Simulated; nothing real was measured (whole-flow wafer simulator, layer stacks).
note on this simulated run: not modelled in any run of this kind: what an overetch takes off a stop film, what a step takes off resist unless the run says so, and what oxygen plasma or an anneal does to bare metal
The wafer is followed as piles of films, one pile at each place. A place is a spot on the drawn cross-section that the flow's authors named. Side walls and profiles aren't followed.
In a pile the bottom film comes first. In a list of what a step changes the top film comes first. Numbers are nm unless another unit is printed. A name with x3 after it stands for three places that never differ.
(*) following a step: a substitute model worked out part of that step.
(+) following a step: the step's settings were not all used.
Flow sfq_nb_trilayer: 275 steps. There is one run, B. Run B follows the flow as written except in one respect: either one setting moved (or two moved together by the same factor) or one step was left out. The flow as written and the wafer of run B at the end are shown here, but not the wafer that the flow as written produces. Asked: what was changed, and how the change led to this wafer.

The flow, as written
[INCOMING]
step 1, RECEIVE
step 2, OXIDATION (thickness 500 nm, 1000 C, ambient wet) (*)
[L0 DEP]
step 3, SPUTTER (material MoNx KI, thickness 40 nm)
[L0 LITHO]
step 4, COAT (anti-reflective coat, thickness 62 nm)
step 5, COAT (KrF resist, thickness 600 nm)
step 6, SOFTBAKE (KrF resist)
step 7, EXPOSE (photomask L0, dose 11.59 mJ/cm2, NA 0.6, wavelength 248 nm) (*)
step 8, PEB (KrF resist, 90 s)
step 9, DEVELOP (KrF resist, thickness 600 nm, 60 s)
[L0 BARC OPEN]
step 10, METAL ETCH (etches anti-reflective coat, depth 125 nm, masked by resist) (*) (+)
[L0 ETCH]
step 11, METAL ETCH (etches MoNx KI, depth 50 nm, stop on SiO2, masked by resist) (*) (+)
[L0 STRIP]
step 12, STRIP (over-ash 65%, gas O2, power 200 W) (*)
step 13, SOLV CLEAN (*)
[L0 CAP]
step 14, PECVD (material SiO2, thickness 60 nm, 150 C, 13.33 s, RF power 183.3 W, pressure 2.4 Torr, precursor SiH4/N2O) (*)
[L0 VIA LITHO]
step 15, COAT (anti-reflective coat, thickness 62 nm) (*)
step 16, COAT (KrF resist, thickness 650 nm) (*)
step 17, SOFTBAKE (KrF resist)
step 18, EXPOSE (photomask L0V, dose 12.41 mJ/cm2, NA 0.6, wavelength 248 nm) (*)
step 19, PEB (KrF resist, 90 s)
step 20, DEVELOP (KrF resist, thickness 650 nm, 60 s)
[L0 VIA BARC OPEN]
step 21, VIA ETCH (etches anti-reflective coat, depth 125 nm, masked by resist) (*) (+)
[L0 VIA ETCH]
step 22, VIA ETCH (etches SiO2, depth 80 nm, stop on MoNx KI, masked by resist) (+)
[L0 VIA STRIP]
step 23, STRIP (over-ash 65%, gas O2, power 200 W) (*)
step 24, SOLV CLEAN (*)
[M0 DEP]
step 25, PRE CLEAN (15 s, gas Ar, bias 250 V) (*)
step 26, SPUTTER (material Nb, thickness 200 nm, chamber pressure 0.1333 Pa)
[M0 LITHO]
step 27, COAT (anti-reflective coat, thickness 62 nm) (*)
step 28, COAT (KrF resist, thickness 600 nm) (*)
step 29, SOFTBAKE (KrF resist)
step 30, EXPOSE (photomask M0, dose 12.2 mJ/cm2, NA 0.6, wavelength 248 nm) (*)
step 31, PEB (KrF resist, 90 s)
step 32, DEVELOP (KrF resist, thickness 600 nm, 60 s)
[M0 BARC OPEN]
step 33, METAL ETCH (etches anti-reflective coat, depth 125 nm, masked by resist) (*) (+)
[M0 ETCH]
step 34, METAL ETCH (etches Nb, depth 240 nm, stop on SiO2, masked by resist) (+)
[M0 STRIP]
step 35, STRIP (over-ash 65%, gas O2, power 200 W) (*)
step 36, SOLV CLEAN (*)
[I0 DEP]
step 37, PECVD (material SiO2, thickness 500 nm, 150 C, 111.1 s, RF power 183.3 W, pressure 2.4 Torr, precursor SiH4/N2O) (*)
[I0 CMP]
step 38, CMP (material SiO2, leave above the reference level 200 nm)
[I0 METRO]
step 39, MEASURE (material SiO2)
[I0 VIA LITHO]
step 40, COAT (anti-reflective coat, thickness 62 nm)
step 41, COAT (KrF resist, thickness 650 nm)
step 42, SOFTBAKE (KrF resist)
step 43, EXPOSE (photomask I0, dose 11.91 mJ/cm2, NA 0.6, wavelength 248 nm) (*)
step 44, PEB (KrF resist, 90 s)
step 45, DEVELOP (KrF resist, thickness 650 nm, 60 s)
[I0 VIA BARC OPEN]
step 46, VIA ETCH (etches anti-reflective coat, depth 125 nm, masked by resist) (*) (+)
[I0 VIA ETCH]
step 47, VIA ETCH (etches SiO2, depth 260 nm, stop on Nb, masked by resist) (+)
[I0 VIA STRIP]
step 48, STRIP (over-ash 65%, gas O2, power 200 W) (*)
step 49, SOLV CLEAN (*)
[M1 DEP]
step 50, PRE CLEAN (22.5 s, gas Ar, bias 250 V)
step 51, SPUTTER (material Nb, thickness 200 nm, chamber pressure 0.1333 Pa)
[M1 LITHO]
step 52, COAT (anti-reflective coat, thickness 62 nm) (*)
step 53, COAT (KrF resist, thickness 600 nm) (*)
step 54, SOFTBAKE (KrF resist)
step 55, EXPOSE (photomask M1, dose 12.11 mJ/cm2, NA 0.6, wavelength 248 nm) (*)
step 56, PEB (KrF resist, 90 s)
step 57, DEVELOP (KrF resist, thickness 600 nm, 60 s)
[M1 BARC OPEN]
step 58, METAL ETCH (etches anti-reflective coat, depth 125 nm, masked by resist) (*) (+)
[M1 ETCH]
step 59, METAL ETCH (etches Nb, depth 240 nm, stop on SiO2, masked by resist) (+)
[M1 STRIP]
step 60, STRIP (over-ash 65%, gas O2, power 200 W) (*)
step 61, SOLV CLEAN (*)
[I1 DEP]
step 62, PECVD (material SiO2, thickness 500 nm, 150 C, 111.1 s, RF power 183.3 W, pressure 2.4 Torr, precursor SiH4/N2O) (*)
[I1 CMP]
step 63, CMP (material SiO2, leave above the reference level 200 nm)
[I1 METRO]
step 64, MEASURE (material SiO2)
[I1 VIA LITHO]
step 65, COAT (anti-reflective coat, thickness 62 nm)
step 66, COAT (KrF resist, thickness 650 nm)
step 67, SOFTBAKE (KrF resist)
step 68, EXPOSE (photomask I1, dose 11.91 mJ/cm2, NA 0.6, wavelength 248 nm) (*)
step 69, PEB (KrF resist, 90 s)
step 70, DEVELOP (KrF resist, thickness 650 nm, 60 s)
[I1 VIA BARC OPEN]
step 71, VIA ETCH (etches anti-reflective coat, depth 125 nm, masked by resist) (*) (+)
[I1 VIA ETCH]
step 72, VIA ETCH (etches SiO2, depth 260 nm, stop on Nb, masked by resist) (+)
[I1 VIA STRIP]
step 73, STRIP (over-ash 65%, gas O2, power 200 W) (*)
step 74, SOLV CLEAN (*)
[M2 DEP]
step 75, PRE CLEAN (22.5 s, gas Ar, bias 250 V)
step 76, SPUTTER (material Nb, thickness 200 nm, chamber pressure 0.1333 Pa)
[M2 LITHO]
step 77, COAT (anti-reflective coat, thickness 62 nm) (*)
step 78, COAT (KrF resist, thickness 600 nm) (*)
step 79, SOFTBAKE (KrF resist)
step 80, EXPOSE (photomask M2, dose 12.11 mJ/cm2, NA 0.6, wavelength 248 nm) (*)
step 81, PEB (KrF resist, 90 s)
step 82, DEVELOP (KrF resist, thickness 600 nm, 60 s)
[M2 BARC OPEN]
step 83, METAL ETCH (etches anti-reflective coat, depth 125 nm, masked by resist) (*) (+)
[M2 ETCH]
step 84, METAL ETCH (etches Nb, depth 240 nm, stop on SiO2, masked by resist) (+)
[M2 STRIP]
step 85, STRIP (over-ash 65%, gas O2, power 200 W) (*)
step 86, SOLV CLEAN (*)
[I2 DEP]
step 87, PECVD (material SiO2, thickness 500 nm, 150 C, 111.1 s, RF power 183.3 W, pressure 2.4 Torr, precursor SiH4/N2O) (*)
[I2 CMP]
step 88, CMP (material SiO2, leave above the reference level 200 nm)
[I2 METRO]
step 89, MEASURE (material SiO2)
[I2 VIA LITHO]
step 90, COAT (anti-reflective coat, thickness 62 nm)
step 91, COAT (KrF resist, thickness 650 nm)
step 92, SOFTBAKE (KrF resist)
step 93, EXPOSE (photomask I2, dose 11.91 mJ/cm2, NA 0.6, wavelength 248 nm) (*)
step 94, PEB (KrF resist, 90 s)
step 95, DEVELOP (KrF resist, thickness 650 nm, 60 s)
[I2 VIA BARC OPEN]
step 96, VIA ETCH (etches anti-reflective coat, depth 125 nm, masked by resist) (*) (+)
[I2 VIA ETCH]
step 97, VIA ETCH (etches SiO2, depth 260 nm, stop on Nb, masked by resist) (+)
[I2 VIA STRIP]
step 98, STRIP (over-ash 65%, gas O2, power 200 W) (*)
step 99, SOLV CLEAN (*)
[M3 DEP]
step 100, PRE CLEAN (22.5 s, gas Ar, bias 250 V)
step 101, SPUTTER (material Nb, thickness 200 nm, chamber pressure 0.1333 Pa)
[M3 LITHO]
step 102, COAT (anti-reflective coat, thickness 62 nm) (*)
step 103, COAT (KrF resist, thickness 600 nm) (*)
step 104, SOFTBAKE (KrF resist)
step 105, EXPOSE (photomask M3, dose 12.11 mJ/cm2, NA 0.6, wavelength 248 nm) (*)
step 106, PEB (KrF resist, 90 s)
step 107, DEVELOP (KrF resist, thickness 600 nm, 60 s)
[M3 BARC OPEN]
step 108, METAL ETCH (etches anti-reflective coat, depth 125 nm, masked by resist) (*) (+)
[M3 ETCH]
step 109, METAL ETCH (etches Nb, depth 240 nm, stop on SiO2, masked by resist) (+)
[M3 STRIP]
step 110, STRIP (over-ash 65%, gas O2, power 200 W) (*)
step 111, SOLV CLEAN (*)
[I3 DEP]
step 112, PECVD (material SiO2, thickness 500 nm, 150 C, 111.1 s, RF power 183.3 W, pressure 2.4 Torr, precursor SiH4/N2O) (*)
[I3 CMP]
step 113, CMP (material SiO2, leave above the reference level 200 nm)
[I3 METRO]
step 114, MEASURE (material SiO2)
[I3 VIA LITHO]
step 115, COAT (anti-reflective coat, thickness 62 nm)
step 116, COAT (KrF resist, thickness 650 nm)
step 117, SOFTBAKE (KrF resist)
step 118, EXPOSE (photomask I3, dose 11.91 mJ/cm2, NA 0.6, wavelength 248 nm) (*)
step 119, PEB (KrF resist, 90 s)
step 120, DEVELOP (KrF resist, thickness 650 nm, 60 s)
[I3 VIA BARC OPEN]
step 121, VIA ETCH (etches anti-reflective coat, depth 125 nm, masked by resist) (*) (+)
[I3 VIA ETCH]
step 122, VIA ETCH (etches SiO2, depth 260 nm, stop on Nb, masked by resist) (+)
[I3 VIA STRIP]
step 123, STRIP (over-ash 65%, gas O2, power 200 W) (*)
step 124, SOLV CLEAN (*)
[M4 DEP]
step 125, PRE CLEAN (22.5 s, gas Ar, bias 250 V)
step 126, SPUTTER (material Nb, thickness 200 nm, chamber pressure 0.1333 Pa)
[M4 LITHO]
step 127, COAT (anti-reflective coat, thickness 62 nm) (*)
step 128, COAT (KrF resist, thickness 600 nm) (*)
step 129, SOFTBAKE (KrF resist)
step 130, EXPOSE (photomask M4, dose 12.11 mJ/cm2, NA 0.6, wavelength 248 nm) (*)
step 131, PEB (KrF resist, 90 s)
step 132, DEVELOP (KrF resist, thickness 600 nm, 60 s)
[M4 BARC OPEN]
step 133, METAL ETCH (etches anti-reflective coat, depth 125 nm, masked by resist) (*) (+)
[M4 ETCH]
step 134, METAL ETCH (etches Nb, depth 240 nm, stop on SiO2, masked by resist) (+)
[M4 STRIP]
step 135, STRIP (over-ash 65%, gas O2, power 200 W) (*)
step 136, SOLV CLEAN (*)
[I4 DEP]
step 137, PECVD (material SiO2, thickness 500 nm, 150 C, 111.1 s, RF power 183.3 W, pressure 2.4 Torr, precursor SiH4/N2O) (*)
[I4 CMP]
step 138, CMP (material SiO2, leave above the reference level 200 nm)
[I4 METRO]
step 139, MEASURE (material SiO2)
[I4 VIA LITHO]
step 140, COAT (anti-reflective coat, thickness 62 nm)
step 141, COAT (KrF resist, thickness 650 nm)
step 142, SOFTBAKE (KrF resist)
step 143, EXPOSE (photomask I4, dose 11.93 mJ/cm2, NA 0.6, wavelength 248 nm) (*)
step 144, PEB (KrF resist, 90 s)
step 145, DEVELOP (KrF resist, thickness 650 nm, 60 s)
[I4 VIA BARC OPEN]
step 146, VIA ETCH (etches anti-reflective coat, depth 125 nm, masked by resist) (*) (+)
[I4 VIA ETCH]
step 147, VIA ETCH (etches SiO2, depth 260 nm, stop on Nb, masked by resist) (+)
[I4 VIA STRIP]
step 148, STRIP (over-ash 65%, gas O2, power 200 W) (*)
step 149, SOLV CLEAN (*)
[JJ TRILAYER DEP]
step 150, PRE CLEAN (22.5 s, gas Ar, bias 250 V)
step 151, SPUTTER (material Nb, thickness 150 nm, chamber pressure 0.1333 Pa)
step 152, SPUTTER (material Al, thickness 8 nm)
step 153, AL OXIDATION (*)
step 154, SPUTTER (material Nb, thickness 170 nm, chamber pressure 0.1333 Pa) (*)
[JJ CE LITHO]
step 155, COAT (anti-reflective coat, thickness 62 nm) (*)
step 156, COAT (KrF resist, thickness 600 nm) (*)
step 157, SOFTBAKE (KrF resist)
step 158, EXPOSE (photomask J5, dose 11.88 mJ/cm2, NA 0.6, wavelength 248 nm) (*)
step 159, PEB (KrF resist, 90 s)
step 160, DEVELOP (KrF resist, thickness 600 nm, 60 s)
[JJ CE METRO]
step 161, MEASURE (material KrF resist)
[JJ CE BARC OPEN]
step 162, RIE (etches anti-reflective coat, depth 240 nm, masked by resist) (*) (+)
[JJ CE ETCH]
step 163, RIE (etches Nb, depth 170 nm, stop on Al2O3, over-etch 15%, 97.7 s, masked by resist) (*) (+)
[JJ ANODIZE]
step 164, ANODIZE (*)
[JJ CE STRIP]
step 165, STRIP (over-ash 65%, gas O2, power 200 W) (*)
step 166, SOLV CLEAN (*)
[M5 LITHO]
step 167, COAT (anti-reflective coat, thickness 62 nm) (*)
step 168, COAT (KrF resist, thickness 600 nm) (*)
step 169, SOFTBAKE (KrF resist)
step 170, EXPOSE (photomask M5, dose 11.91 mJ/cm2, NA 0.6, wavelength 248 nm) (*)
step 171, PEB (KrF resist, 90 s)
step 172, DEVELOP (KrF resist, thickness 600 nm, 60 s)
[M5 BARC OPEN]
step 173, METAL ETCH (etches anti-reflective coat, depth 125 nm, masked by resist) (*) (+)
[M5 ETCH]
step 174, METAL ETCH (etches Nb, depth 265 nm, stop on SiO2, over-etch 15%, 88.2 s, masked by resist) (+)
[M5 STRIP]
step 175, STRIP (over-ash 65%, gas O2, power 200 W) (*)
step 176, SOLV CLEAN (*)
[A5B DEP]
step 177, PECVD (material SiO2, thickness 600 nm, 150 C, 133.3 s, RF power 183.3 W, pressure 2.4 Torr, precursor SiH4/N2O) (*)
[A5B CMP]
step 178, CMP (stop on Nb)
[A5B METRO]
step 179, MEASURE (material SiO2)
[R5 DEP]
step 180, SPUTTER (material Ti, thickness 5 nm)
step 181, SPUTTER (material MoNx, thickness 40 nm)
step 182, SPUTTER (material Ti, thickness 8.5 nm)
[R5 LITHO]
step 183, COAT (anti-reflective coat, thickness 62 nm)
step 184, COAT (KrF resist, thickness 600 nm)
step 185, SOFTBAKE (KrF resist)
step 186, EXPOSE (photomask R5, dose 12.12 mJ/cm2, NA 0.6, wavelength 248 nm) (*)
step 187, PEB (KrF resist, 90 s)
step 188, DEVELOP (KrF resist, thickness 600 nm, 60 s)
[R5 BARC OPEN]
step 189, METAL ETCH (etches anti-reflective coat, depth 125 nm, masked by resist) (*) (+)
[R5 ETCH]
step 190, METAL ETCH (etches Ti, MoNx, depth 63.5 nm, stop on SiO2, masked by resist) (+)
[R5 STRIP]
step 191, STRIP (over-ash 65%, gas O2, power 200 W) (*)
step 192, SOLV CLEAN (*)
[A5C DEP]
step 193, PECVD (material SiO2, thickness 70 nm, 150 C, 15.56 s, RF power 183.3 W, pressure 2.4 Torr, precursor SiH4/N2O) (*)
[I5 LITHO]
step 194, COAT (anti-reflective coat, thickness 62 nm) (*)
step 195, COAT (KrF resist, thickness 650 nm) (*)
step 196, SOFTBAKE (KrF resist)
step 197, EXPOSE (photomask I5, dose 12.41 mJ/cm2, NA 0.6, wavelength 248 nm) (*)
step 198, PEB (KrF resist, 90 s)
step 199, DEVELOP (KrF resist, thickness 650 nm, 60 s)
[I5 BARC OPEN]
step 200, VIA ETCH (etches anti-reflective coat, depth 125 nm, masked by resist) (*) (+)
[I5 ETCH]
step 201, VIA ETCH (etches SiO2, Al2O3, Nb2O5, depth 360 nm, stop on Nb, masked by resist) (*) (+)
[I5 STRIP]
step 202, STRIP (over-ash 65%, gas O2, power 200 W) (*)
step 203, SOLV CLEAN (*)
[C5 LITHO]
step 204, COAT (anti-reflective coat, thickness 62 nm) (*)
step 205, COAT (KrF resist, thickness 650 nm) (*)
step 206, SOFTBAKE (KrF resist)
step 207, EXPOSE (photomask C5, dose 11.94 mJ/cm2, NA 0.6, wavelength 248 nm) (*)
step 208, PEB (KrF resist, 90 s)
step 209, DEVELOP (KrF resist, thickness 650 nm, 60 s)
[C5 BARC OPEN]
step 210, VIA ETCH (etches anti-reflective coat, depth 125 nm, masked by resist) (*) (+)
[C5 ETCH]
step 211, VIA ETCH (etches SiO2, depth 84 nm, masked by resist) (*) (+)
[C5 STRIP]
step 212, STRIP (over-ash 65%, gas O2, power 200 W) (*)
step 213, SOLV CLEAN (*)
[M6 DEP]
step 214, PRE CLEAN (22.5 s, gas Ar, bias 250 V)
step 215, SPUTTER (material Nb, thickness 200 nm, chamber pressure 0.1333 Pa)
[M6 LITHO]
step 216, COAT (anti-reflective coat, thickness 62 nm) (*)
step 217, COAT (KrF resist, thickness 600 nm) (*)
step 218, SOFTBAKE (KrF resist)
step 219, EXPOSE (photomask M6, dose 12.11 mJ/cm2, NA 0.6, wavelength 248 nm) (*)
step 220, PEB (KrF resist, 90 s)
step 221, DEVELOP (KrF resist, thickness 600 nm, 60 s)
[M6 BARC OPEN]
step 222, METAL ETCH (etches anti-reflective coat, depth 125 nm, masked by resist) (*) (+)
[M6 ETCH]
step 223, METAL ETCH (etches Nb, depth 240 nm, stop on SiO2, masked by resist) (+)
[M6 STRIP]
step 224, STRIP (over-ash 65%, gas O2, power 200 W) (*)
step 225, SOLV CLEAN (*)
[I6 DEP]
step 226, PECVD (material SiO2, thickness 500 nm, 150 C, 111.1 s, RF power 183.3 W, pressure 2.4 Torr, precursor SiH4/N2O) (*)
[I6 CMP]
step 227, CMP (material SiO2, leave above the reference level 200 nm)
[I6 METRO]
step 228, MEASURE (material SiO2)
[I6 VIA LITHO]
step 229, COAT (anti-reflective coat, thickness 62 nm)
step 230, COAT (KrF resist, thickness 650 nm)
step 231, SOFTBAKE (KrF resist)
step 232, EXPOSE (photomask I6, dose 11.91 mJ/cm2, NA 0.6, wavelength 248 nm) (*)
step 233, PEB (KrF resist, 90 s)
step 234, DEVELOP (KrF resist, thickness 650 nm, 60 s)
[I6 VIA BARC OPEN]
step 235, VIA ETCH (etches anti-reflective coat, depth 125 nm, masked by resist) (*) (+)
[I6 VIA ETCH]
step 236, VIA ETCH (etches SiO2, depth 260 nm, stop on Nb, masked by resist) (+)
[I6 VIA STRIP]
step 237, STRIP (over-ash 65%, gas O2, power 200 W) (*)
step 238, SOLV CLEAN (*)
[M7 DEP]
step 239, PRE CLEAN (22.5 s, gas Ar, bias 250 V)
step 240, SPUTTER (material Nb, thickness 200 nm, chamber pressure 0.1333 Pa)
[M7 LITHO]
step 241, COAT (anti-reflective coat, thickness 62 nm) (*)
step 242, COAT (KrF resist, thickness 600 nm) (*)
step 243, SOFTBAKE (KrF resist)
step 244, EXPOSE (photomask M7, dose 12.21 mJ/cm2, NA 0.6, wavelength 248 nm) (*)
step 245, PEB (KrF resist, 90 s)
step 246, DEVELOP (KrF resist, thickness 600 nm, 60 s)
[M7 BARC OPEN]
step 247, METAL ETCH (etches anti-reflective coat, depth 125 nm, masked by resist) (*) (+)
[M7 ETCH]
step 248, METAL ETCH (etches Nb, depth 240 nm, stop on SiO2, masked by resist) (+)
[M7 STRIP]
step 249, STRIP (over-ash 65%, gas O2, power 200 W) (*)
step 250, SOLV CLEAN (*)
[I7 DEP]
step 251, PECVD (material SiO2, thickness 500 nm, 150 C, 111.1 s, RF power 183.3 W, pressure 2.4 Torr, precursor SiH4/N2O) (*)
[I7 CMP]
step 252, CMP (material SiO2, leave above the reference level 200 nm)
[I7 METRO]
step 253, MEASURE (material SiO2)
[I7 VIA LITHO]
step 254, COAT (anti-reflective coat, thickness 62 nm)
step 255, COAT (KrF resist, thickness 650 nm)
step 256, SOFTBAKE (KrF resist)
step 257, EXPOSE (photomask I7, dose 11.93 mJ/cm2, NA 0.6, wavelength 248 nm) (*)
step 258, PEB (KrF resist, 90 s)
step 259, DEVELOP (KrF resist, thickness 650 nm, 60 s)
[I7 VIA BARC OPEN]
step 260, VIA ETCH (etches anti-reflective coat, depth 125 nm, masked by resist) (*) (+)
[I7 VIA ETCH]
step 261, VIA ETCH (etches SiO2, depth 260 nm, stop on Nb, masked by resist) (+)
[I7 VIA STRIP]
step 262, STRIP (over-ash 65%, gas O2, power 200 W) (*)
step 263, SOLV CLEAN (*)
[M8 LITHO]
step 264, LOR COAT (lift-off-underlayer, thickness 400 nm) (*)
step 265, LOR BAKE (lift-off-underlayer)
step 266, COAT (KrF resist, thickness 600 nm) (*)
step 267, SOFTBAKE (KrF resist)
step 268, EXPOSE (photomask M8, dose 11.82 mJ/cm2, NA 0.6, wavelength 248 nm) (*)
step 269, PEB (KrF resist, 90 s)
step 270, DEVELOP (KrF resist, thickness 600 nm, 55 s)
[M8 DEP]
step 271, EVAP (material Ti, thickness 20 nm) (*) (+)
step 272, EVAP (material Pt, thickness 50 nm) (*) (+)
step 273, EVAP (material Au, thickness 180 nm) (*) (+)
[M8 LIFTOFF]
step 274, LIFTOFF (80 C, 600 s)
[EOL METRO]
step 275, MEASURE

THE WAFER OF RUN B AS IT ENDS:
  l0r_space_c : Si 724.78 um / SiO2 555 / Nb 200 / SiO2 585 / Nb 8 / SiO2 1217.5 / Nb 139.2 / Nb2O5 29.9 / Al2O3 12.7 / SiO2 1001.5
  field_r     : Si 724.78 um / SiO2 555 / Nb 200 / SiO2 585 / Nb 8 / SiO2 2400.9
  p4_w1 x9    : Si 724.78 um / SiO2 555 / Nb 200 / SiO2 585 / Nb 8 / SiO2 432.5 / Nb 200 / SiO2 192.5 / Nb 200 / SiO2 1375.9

What caused this: step 76, SPUTTER: thickness 248 nm was run, though the flow has thickness 200 nm.

How this came from the change, step by step:
  step 76, SPUTTER (material Nb, thickness 200 nm, chamber pressure 0.1333 Pa)
      field_l, v_sur, via_wl and 102 more: +248 Nb (new film) (it would be, as written: +200 Nb (new film))
      via_v: +217 Nb (it would be, as written: +174.5 Nb)
  step 84, METAL ETCH (etches Nb, depth 240 nm, stop on SiO2, masked by resist) (+)
      field_l, be, be_sur and 81 more: -240 Nb (it would be, as written: -200 Nb (all of it))
  step 87, PECVD (material SiO2, thickness 500 nm, 150 C, 111.1 s, RF power 183.3 W, pressure 2.4 Torr, precursor SiH4/N2O) (*)
      field_l, be, be_sur and 81 more: +500 SiO2 (new film) (it would be, as written: +500 SiO2)
      via_v: +587 SiO2 (new film) (it would be, as written: +606 SiO2 (new film))
  step 88, CMP (material SiO2, leave above the reference level 200 nm)
      field_l, be, be_sur and 81 more: -60 SiO2 (it would be, as written: -100 SiO2)
      via_v: -157.1 SiO2 (it would be, as written: -181.6 SiO2)
Taking metal films that touch as one body, l0r_space_c has 3 bodies (between them, from the top down: SiO2 1217.5; SiO2 585); the flow as written gives 2 bodies (between them, from the top down: SiO2 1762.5).
Taking metal films that touch as one body, field_r has 2 bodies (between them, from the top down: SiO2 585); the flow as written gives 1 body.
Taking metal films that touch as one body, p4_w1 x9 has 4 bodies (between them, from the top down: SiO2 192.5; SiO2 432.5; SiO2 585); the flow as written gives 3 bodies (between them, from the top down: SiO2 192.5; SiO2 977.5).
